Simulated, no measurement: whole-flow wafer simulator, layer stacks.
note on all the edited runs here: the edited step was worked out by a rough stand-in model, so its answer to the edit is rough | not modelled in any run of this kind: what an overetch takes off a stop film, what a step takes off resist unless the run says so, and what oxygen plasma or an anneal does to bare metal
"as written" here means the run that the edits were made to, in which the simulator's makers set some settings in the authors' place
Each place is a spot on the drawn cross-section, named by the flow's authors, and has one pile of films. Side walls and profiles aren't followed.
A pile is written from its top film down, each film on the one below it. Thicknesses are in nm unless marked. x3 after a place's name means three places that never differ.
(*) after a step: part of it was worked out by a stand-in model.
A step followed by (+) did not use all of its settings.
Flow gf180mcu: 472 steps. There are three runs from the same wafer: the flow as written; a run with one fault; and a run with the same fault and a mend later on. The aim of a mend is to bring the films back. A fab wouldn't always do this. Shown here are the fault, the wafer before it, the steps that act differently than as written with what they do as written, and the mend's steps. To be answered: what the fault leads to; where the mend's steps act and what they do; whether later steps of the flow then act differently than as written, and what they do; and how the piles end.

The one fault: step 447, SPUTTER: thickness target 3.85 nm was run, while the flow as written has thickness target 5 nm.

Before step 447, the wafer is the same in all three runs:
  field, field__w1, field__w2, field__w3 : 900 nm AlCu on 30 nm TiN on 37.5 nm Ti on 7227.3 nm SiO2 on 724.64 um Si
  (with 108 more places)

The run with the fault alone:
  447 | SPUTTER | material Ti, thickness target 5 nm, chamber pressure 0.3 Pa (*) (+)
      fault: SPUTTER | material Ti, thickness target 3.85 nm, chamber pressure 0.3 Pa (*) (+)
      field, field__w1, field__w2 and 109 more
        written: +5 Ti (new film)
        fault: +3.85 Ti (new film)
  Steps further on in the flow that do not act as written (4 more steps, not shown, differ only slightly: by at most 2% or 0.5 nm, whichever is larger):
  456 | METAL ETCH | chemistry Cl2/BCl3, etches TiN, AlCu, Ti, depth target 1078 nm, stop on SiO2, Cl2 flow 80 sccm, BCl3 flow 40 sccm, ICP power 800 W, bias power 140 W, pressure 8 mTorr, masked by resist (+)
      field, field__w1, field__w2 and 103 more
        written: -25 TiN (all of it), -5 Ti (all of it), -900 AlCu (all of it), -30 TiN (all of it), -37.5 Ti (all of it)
        fault: -25 TiN (all of it), -3.85 Ti (all of it), -900 AlCu (all of it), -30 TiN (all of it), -37.5 Ti (all of it)
  By the end, the piles at field__w8, contact, m1, m1__w1, pad, m1_nw depart from the flow's by more than 2% or 0.5 nm, whichever is larger.
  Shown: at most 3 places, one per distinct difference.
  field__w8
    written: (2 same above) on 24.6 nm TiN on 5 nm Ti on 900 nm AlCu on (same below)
    fault: (2 same above) on 24.6 nm TiN on 3.85 nm Ti on 900 nm AlCu on (same below)
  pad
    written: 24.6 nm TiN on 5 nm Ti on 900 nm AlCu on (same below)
    fault: 24.6 nm TiN on 3.85 nm Ti on 900 nm AlCu on (same below)

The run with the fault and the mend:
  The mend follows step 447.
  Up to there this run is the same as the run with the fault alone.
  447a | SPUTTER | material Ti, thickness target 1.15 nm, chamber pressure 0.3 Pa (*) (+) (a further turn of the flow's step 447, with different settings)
      field, field__w1, field__w2 and 109 more
        +1.15 Ti
  Every later step of the flow that is run acts as written at every place that is followed.
  At every place that both follow, the piles at the end match the flow's.
